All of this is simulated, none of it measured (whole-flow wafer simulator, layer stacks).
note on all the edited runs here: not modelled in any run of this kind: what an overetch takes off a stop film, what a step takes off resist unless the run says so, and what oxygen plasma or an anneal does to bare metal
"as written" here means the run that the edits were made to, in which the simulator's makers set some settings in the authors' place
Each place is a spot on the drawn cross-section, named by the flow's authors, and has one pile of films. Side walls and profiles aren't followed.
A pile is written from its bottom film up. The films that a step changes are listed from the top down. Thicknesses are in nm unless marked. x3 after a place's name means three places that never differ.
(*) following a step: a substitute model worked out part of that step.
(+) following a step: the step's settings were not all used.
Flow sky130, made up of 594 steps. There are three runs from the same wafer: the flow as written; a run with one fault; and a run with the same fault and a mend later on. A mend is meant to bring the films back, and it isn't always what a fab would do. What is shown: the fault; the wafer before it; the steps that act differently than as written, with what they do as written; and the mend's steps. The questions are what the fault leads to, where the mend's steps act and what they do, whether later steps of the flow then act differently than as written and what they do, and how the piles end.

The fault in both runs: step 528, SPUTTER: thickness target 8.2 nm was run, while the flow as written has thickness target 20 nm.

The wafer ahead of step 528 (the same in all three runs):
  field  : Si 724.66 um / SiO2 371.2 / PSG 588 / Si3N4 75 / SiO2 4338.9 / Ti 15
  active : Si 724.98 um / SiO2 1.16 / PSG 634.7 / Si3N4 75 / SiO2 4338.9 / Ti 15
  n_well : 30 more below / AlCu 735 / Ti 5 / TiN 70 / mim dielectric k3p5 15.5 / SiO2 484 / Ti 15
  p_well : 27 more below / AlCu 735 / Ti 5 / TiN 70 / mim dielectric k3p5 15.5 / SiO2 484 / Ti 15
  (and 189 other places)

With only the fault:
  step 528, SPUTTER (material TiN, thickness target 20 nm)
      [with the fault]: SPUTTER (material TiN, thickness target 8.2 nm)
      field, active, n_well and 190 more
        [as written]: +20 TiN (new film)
        [with the fault]: +8.2 TiN (new film)
  Steps later in the flow that act otherwise than as written (not shown: 19 more steps that differ only slightly, by at most 2% or 0.5 nm, whichever is larger):
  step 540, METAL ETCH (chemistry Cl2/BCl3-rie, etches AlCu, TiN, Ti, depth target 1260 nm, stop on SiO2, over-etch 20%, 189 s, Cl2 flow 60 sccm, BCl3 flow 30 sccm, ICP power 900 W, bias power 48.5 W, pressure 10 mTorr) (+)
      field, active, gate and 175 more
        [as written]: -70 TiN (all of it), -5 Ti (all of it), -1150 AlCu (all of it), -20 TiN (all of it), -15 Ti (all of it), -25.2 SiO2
        [with the fault]: -70 TiN (all of it), -5 Ti (all of it), -1150 AlCu (all of it), -8.2 TiN (all of it), -15 Ti (all of it), -26.4 SiO2
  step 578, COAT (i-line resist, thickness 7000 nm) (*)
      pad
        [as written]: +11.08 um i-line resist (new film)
        [with the fault]: +11.09 um i-line resist (new film)
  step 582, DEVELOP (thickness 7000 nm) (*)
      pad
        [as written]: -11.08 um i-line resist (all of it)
        [with the fault]: -11.09 um i-line resist (all of it)
  At n_well, p_well, sd_n and 12 more, the piles at the end differ from the flow's by more than 2% or 0.5 nm, whichever is larger.
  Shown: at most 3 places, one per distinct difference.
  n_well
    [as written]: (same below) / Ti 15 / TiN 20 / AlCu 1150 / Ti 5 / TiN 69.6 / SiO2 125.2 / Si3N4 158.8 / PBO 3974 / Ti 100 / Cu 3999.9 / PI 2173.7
    [with the fault]: (same below) / Ti 15 / TiN 8.2 / AlCu 1150 / Ti 5 / TiN 69.6 / SiO2 125.2 / Si3N4 158.8 / PBO 3982.5 / Ti 100 / Cu 3999.9 / PI 2175.1
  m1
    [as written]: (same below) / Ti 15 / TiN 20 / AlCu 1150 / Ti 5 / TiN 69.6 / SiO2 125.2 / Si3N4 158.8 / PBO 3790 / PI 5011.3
    [with the fault]: (same below) / Ti 15 / TiN 8.2 / AlCu 1150 / Ti 5 / TiN 69.6 / SiO2 125.2 / Si3N4 158.8 / PBO 3799.8 / PI 5011.9
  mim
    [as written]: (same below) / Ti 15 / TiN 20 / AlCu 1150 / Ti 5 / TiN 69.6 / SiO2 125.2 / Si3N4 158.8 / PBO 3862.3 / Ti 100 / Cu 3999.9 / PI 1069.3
    [with the fault]: (same below) / Ti 15 / TiN 8.2 / AlCu 1150 / Ti 5 / TiN 69.6 / SiO2 125.2 / Si3N4 158.8 / PBO 3871.4 / Ti 100 / Cu 3999.9 / PI 1070.4

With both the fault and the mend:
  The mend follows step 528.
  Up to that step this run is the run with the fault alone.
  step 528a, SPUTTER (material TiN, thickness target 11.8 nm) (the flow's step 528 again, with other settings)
      field, active, n_well and 190 more
        +11.8 TiN
  None of the later steps of the flow acts differently than as written at any place that is followed.
  The piles end the same as the flow's at every place that both follow.
